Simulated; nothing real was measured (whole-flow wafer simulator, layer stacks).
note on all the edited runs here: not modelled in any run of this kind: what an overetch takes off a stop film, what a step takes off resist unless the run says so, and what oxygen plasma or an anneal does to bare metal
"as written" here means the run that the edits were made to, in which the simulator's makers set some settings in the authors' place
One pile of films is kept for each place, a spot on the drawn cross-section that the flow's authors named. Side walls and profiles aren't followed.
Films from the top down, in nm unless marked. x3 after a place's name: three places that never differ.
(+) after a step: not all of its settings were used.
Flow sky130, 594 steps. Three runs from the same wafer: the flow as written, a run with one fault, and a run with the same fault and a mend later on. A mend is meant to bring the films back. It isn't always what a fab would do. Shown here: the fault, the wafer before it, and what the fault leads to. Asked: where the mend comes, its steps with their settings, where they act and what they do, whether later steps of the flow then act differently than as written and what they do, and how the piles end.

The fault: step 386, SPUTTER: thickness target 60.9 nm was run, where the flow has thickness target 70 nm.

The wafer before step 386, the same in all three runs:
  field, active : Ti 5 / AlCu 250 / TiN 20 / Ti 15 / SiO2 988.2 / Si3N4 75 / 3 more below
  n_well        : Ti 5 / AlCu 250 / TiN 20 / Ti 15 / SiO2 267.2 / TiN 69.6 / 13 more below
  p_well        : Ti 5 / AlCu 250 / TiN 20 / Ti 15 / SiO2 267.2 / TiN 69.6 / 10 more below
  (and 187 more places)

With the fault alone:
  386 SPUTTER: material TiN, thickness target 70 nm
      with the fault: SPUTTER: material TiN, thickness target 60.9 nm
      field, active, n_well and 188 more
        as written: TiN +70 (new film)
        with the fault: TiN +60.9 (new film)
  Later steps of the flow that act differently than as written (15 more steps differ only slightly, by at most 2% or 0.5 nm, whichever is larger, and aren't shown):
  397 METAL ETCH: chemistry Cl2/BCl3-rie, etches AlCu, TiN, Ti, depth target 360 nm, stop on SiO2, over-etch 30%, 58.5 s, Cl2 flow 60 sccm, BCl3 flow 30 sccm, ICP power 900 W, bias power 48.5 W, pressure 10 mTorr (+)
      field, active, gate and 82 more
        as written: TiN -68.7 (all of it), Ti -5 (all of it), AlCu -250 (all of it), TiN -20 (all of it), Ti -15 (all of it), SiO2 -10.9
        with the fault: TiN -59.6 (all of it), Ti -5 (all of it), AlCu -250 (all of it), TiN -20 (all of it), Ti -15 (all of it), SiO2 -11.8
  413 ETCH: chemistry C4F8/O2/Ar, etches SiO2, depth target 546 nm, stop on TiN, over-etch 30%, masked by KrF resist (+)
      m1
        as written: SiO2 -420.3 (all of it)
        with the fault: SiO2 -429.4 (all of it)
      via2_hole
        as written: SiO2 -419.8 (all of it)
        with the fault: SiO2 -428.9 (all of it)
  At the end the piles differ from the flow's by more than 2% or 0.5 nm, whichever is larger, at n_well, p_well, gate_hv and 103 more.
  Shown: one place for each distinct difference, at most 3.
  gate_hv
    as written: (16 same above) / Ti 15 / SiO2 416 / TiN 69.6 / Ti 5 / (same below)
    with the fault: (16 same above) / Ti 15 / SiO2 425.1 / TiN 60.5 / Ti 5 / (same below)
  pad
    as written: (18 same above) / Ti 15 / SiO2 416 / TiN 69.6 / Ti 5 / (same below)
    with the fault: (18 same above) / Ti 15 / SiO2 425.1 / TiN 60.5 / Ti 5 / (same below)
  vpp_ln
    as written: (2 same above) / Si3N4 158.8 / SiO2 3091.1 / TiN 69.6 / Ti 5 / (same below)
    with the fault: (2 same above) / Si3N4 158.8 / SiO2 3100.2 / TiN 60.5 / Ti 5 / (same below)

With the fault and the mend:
  The mend comes after step 386.
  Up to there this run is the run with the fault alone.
  386a SPUTTER: material TiN, thickness target 9.1 nm (the flow's step 386 once more, with other settings)
      field, active, n_well and 188 more
        TiN +9.1
  No later step of the flow acts differently than as written at any place that is followed.
  At the end the piles are the same as the flow's at every place that both follow.
